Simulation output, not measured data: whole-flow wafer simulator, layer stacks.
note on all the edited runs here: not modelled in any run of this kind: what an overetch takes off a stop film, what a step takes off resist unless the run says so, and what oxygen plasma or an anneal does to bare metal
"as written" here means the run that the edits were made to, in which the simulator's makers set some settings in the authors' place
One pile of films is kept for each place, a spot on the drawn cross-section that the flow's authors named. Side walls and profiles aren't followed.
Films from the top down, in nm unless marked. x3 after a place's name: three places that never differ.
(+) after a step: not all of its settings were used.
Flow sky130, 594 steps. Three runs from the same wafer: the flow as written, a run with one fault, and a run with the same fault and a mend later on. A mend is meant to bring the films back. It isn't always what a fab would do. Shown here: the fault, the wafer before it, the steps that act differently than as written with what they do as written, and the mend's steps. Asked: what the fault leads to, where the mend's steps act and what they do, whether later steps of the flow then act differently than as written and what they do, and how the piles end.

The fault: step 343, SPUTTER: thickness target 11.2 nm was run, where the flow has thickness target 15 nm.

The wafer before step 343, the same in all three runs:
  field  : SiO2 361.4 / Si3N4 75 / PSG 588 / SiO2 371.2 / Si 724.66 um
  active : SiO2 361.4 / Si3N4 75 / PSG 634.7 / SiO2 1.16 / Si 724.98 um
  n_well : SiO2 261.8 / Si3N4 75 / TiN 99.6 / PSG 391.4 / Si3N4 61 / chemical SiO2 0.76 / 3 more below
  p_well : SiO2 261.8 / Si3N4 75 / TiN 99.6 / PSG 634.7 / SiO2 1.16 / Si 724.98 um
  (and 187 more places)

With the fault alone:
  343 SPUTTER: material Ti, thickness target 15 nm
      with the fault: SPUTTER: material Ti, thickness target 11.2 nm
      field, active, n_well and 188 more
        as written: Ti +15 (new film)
        with the fault: Ti +11.2 (new film)
  Later steps of the flow that act differently than as written (16 more steps differ only slightly, by at most 2% or 0.5 nm, whichever is larger, and aren't shown):
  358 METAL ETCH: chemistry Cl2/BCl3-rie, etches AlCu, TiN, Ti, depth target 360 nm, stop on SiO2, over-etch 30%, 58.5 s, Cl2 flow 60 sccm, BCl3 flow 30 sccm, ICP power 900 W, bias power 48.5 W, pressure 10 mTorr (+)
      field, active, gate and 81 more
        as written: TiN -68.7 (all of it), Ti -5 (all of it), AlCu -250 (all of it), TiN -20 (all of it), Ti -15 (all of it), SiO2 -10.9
        with the fault: TiN -68.7 (all of it), Ti -5 (all of it), AlCu -250 (all of it), TiN -20 (all of it), Ti -11.2 (all of it), SiO2 -11.3
  At the end the piles differ from the flow's by more than 2% or 0.5 nm, whichever is larger, at n_well, p_well, gate_hv and 104 more.
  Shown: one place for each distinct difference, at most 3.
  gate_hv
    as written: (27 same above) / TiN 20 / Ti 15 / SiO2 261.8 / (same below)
    with the fault: (27 same above) / TiN 20 / Ti 11.2 / SiO2 261.8 / (same below)
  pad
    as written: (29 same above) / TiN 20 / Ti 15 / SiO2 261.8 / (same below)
    with the fault: (29 same above) / TiN 20 / Ti 11.2 / SiO2 261.8 / (same below)
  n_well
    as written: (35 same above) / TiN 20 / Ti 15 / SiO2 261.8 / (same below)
    with the fault: (35 same above) / TiN 20 / Ti 11.2 / SiO2 261.8 / (same below)

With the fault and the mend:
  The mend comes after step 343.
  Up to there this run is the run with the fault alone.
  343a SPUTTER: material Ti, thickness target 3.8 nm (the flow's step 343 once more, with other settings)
      field, active, n_well and 188 more
        Ti +3.8
  No later step of the flow acts differently than as written at any place that is followed.
  At the end the piles are the same as the flow's at every place that both follow.
